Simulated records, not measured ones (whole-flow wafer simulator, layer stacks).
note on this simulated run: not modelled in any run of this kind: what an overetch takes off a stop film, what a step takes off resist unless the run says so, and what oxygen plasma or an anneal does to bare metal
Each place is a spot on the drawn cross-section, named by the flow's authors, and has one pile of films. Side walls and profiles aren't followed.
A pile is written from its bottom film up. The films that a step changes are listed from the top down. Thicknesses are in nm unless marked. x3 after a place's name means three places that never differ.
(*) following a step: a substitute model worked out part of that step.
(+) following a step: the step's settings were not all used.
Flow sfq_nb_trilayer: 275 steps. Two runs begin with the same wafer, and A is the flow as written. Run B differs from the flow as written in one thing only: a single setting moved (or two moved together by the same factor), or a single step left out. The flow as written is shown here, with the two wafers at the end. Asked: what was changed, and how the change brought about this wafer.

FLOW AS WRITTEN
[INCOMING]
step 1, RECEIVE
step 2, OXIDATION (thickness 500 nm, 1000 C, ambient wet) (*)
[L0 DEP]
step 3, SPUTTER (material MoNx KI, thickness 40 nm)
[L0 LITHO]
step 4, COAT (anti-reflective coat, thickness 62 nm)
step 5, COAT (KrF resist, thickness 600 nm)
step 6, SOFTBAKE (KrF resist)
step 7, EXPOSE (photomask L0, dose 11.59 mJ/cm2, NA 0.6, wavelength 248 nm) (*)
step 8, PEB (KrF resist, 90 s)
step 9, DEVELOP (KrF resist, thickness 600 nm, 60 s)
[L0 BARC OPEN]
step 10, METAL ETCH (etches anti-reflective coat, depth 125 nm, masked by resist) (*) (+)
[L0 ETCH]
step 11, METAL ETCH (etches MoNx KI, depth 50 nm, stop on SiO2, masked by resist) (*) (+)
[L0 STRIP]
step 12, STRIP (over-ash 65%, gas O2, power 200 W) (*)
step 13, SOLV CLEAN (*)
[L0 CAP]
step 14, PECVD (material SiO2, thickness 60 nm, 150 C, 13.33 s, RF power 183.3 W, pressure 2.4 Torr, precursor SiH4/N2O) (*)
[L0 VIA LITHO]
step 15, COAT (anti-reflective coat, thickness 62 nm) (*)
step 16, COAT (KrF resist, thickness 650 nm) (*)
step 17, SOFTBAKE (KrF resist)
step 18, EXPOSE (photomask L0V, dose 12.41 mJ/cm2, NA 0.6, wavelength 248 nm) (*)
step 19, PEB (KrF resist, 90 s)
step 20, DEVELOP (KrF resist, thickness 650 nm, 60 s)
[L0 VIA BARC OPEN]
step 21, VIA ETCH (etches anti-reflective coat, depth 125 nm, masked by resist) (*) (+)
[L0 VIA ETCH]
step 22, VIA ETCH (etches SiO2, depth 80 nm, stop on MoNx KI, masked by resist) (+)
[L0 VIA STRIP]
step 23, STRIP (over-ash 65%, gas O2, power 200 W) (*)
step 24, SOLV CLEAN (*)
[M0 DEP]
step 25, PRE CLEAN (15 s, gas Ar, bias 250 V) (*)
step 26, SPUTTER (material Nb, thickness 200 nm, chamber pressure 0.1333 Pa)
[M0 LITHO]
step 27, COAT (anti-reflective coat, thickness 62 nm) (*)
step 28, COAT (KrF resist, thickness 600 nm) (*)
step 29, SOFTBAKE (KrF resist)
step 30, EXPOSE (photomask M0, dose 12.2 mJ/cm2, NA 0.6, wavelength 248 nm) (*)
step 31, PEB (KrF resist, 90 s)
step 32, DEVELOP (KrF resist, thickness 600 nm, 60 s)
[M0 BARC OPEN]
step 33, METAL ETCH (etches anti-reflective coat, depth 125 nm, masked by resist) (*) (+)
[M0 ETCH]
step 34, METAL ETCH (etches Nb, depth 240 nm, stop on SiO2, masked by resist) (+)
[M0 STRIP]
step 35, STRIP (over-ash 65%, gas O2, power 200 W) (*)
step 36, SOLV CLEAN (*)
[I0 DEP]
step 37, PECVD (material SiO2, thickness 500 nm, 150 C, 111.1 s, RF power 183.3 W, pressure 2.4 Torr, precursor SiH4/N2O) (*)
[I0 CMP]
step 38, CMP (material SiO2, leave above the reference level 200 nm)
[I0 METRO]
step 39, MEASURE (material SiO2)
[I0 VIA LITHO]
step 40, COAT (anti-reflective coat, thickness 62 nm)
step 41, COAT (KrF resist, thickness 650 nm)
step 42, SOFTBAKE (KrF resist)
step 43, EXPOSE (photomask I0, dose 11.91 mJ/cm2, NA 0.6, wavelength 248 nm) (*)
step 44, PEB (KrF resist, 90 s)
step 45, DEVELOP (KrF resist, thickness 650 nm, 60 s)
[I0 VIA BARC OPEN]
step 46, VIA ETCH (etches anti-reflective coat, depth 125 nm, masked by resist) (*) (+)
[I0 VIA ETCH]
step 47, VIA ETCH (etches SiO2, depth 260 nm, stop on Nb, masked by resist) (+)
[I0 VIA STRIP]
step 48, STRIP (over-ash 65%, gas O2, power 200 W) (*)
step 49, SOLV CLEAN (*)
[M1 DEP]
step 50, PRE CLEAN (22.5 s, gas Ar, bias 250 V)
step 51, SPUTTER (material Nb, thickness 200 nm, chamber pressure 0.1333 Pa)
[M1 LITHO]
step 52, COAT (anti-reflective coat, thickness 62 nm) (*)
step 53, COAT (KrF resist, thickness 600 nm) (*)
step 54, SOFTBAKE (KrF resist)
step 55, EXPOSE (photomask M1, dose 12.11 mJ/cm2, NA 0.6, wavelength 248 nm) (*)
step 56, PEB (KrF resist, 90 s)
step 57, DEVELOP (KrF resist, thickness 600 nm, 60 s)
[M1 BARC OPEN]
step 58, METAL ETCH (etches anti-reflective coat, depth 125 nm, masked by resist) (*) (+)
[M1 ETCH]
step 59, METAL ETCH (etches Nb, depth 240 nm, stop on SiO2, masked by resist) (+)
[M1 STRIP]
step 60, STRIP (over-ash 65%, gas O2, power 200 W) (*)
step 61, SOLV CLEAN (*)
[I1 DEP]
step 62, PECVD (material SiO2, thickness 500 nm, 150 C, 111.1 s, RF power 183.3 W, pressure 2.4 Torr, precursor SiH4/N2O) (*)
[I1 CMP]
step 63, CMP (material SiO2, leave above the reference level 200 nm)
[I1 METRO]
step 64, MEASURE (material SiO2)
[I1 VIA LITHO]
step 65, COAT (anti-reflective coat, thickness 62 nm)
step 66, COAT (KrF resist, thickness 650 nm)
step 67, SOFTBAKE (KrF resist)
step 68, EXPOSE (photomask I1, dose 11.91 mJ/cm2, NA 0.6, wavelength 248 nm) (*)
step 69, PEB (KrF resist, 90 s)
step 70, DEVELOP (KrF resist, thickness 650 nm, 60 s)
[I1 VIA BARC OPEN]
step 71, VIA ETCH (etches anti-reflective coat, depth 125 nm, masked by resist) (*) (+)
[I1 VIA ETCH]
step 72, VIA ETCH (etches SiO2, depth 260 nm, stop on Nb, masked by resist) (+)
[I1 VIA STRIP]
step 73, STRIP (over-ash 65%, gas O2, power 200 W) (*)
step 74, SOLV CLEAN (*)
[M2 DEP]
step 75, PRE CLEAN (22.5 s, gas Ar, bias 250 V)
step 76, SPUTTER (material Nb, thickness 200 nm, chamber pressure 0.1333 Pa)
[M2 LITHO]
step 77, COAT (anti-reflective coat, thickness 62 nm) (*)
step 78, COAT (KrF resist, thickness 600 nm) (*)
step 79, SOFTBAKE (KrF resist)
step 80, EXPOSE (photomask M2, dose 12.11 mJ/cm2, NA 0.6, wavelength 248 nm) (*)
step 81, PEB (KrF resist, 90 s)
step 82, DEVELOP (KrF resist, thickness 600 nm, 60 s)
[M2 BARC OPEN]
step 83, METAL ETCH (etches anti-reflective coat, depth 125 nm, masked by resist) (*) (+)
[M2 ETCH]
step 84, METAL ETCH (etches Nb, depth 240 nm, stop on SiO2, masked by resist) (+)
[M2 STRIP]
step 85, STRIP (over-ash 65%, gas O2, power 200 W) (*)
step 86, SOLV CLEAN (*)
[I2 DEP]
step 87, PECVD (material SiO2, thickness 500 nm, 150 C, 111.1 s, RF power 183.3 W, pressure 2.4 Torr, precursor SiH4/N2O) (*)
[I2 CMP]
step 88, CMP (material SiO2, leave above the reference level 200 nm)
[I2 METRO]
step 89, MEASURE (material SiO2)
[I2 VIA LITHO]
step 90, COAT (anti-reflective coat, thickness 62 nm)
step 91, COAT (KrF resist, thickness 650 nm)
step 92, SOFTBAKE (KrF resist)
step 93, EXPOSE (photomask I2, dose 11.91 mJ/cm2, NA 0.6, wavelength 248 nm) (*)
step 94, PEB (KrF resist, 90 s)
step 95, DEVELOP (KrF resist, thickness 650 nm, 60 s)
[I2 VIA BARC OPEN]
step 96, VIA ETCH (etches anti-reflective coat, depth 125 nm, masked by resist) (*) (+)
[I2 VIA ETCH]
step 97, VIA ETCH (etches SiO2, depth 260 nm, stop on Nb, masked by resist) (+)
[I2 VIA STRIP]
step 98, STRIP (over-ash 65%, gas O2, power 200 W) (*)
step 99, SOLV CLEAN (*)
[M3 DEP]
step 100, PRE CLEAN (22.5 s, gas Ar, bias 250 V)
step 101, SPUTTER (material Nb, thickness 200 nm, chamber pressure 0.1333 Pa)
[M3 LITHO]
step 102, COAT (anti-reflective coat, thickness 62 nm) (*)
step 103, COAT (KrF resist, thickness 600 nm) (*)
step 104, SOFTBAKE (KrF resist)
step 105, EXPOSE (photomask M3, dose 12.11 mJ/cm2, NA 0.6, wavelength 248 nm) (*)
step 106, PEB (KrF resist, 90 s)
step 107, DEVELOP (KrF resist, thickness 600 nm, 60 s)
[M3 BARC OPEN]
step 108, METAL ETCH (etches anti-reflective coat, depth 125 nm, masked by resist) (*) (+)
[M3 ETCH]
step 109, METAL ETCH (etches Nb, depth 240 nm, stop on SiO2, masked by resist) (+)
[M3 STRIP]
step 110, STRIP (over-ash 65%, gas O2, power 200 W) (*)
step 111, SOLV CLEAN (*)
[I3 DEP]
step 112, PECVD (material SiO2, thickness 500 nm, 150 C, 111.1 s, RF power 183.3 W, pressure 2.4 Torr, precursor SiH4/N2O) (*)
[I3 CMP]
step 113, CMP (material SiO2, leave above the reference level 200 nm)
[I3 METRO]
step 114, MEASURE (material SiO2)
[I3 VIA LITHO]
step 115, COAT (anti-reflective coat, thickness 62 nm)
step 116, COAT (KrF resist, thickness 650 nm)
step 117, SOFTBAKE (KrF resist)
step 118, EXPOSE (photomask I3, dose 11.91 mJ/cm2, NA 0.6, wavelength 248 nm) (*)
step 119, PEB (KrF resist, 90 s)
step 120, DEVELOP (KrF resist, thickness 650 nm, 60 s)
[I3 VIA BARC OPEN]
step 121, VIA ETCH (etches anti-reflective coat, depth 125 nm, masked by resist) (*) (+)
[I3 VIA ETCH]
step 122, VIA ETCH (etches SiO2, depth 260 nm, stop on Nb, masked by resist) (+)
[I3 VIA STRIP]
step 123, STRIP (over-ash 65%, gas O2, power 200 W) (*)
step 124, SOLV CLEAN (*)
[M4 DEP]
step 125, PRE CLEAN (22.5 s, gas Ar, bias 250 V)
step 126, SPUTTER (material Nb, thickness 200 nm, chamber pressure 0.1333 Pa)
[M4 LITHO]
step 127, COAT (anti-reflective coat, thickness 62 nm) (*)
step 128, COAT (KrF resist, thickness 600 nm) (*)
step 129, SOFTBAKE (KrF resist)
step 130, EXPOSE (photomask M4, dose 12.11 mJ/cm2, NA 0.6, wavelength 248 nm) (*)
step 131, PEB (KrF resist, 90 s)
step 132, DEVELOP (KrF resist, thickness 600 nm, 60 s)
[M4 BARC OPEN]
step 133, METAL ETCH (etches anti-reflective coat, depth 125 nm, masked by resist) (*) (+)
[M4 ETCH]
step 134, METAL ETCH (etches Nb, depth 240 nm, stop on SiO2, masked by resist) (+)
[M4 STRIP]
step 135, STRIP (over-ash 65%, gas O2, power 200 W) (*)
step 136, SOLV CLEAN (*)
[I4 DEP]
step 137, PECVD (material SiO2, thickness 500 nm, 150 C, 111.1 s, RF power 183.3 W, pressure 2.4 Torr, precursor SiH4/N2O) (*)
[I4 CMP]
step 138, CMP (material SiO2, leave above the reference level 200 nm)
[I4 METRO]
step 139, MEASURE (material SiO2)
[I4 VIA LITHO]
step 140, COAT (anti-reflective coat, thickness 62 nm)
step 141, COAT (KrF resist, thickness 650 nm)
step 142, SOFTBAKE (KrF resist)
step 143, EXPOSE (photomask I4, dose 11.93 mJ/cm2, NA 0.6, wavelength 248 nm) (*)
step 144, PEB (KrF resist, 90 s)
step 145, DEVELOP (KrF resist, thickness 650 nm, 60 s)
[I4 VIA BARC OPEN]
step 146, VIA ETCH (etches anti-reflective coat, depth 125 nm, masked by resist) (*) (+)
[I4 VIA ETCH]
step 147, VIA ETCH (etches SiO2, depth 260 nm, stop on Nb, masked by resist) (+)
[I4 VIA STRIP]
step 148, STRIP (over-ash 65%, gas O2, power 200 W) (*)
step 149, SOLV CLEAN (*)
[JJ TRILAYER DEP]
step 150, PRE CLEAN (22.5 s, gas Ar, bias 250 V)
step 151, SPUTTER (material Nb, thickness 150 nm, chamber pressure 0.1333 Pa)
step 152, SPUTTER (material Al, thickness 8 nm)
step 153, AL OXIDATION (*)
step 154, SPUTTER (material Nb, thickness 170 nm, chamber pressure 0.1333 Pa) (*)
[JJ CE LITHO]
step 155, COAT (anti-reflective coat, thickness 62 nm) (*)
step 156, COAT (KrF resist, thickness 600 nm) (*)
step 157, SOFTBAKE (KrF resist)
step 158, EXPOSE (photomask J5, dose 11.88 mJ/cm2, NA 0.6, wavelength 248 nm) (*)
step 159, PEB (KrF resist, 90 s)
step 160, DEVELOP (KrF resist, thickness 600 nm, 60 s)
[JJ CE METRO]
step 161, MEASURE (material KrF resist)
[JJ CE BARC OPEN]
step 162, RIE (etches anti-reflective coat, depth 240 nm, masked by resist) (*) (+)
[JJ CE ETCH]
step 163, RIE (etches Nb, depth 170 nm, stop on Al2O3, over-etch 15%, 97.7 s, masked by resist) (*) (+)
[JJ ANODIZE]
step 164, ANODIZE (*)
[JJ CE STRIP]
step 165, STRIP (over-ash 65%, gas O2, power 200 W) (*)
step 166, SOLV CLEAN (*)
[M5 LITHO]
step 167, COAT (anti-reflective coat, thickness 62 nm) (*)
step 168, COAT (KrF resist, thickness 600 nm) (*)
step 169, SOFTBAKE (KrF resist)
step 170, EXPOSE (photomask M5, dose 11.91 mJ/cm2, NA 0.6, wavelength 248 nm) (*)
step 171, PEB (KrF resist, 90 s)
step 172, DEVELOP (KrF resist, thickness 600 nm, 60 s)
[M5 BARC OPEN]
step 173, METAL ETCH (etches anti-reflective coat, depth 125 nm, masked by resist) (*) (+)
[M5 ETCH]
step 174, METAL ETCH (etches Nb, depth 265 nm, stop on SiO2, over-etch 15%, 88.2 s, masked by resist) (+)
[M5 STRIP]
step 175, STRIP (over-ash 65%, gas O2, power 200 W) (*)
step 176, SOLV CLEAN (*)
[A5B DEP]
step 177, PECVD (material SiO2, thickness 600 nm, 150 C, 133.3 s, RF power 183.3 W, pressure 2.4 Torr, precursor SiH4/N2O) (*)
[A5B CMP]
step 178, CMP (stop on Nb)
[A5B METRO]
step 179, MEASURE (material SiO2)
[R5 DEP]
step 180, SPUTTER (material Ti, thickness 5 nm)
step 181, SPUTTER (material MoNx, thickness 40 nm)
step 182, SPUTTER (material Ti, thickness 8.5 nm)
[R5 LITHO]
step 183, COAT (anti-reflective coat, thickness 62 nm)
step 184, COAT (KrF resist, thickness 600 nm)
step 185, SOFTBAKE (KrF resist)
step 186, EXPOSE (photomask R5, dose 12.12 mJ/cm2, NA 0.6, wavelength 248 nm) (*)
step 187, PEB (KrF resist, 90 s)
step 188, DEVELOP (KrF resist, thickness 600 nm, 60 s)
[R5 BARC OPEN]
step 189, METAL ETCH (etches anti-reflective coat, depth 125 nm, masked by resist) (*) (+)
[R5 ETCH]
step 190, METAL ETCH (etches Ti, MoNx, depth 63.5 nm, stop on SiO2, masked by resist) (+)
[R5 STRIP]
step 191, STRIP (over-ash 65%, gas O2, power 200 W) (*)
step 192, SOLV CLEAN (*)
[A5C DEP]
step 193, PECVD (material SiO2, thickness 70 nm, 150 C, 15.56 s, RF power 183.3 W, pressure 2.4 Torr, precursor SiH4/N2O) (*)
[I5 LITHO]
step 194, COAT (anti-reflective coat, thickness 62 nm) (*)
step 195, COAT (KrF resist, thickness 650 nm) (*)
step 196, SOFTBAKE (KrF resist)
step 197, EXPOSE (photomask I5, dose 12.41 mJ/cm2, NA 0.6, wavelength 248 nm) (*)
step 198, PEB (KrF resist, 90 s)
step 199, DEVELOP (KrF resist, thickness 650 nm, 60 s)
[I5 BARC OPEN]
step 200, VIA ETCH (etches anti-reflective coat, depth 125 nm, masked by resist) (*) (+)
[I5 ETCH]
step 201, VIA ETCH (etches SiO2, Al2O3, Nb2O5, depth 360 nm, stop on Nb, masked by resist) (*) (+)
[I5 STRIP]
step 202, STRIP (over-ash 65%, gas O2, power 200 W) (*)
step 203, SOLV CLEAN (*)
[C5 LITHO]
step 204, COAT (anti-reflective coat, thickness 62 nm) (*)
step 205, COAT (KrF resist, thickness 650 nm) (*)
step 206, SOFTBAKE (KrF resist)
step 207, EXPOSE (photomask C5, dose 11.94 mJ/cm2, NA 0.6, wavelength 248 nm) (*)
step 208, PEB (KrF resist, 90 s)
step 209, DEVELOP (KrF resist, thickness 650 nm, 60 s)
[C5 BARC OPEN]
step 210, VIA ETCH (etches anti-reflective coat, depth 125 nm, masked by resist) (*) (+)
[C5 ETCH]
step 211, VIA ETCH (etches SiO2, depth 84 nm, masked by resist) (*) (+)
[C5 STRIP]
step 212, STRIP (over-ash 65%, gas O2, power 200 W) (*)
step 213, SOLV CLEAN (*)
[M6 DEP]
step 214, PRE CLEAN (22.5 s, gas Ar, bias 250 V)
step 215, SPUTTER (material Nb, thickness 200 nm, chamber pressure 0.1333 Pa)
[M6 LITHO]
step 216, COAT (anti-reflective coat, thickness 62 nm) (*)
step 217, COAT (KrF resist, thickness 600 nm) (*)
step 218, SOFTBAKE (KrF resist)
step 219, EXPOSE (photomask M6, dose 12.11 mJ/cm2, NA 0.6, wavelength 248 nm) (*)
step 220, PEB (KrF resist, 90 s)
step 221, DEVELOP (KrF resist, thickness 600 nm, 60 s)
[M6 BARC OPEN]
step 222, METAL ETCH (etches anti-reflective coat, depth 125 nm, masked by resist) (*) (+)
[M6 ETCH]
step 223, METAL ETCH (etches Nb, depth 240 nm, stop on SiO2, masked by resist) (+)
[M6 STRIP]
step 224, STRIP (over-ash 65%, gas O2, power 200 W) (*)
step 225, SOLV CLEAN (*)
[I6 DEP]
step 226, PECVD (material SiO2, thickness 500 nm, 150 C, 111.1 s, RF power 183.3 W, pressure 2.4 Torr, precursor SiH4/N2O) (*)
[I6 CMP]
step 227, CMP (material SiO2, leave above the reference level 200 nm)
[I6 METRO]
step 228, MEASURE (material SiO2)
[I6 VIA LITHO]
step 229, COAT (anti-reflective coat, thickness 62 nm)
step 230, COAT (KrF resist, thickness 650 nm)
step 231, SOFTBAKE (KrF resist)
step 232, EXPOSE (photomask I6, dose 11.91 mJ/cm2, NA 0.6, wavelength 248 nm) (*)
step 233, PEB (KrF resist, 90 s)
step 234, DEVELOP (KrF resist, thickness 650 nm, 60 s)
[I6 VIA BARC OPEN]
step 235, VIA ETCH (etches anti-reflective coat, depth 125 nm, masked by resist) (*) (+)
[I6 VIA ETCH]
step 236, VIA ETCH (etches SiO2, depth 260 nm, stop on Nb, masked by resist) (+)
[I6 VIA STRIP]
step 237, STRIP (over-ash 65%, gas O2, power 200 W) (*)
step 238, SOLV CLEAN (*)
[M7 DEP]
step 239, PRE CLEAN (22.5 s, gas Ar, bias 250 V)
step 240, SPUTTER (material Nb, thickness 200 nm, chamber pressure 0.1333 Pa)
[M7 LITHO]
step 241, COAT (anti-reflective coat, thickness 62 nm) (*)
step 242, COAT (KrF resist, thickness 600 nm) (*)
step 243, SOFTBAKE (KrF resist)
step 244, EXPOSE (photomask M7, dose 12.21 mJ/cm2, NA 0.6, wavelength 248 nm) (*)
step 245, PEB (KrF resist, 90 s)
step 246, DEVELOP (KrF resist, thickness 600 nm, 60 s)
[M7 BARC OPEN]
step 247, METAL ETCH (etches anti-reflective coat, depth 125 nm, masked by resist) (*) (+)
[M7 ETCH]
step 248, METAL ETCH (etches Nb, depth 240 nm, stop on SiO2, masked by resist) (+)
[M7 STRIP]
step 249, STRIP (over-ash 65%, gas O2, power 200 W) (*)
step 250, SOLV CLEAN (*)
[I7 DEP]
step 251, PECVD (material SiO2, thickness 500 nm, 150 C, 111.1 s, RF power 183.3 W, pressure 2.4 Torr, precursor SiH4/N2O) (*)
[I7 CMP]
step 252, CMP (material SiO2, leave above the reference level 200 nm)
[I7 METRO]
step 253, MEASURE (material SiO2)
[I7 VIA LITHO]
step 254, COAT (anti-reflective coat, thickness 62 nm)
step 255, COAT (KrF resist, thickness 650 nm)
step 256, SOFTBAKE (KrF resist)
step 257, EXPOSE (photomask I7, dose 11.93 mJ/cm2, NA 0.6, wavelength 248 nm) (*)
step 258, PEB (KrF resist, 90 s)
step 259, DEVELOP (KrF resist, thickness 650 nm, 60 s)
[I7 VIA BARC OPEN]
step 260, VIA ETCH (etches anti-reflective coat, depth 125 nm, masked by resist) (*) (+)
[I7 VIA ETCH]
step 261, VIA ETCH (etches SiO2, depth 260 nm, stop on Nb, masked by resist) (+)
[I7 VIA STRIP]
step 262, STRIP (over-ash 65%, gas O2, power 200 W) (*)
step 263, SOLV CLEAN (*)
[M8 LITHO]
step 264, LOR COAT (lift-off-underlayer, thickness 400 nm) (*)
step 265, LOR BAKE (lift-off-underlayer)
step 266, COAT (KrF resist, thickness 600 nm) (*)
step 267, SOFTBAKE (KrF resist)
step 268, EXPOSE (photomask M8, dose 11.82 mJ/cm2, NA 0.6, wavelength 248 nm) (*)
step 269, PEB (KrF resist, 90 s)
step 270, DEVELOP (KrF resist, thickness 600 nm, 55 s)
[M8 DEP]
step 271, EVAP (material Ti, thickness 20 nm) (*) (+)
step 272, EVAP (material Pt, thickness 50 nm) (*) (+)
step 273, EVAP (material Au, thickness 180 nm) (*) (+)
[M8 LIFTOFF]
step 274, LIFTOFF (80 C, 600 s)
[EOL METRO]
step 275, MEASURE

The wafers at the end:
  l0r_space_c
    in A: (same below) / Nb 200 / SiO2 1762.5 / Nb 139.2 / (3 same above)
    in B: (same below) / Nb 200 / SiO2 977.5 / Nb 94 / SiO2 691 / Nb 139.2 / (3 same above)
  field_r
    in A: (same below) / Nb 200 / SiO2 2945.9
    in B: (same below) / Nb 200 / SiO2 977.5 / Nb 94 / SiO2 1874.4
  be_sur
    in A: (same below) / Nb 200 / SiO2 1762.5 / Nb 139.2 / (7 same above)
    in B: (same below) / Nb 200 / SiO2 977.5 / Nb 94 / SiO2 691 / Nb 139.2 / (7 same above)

Cause: step 109, METAL ETCH: depth 106 nm was run, while the flow as written has depth 240 nm.

How this came from the change, step by step:
  step 109, METAL ETCH (etches Nb, depth 240 nm, stop on SiO2, masked by resist) (+)
      field_l, be, be_sur and 72 more: A -200 Nb (all of it) | B -106 Nb
      v_sur, via_wl, via_w and 28 more: A -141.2 KrF resist | B -62.4 KrF resist
  step 110, STRIP (over-ash 65%, gas O2, power 200 W) (*)
      p4_w1, p4_w2, p4_w3 and 21 more: A -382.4 KrF resist (all of it), -62 anti-reflective coat (all of it) | B -461.2 KrF resist (all of it), -62 anti-reflective coat (all of it)
      via_wl, via_wr: A -384.2 KrF resist (all of it), -34.2 anti-reflective coat (all of it) | B -463 KrF resist (all of it), -34.2 anti-reflective coat (all of it)
      (and at 5 other places as well)
  step 112, PECVD (material SiO2, thickness 500 nm, 150 C, 111.1 s, RF power 183.3 W, pressure 2.4 Torr, precursor SiH4/N2O) (*)
      field_l, be, be_sur and 64 more: A +500 SiO2 | B +500 SiO2 (new film)
      p4_g1, p4_g2, p3_s0, p3_s1, p3_s2, p3_s3, p3_s4, p3_s5: A +557.1 SiO2 | B +500 SiO2 (new film)
  step 113, CMP (material SiO2, leave above the reference level 200 nm)
      field_l, be, be_sur and 64 more: A -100 SiO2 | B -194 SiO2
      p4_g1, p4_g2, p3_s0, p3_s1, p3_s2, p3_s3, p3_s4, p3_s5: A -157.1 SiO2 | B -194 SiO2
If metal films that touch count as one body, l0r_space_c has 3 bodies (between them, from the top down: SiO2 691; SiO2 977.5); the flow as written gives 2 bodies (between them, from the top down: SiO2 1762.5).
If metal films that touch count as one body, field_r has 2 bodies (between them, from the top down: SiO2 977.5); the flow as written gives 1 body.
If metal films that touch count as one body, be_sur has 5 bodies (between them, from the top down: SiO2 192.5; SiO2 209 / Al2O3 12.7 / Nb2O5 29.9; SiO2 691; SiO2 977.5); the flow as written gives 4 bodies (between them, from the top down: SiO2 192.5; SiO2 209 / Al2O3 12.7 / Nb2O5 29.9; SiO2 1762.5).
